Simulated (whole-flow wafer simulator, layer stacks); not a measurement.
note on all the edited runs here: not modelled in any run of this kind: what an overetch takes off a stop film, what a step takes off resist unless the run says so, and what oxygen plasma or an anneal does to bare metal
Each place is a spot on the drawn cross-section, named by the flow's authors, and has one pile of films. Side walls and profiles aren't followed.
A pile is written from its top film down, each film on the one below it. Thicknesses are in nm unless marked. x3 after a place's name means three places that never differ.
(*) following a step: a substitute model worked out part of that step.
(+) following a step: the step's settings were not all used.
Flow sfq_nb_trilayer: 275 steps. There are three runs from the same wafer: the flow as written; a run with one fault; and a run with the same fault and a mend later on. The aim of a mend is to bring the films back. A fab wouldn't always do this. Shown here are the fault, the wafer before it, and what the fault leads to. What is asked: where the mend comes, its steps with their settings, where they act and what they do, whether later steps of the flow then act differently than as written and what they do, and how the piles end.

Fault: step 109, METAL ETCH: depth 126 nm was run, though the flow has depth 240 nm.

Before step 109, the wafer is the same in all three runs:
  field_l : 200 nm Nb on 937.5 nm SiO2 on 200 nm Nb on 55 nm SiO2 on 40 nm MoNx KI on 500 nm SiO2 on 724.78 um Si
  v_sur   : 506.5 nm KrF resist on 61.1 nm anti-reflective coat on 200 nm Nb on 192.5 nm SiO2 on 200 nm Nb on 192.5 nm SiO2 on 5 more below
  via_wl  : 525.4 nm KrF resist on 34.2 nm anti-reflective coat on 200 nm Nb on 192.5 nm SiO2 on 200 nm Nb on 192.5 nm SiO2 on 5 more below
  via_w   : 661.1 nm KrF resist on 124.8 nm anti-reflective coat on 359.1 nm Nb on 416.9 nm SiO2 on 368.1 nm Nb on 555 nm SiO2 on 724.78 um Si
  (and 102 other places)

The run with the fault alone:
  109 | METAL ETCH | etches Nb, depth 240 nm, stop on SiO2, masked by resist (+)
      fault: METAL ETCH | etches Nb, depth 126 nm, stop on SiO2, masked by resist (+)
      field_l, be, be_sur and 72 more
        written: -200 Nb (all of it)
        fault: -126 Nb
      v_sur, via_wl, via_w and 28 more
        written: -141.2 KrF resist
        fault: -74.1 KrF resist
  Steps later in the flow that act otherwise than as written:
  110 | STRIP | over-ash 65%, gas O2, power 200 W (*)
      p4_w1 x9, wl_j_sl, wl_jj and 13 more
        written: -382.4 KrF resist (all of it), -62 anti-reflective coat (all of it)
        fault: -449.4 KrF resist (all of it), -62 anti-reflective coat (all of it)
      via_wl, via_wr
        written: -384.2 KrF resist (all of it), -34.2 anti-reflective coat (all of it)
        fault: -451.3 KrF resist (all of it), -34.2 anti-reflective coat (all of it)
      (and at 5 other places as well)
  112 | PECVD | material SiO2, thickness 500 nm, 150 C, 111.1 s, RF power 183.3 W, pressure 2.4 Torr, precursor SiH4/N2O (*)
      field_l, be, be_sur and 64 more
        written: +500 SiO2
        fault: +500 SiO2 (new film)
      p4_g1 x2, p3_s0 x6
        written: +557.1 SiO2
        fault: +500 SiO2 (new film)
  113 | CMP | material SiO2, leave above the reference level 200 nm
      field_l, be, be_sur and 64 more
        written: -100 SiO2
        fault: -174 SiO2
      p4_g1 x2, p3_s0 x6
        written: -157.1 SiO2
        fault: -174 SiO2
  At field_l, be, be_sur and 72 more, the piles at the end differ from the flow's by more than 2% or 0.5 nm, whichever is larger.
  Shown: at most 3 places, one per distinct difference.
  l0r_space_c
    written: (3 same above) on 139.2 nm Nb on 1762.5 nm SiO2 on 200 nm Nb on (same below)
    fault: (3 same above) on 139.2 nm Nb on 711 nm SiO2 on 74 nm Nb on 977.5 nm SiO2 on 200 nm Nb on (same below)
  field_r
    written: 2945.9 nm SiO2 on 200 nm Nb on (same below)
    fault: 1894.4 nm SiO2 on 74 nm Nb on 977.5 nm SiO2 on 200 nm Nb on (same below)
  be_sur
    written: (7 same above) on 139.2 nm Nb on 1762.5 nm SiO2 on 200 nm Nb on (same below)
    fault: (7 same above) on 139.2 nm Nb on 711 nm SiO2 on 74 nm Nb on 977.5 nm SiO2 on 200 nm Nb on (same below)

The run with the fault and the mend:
  After step 109 comes the mend.
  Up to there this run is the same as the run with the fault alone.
  109a | METAL ETCH | etches Nb, depth 114 nm, stop on SiO2, masked by resist (+) (the flow's step 109, run once more with other settings)
      field_l, be, be_sur and 72 more
        -74 Nb (all of it)
      v_sur, via_wl, via_w and 28 more
        -65.3 KrF resist
  Every later step of the flow that is run acts as written, at every place that is followed, to within 2% or 0.5 nm, whichever is larger.
  By the end, the piles equal the flow's at every place that both follow.
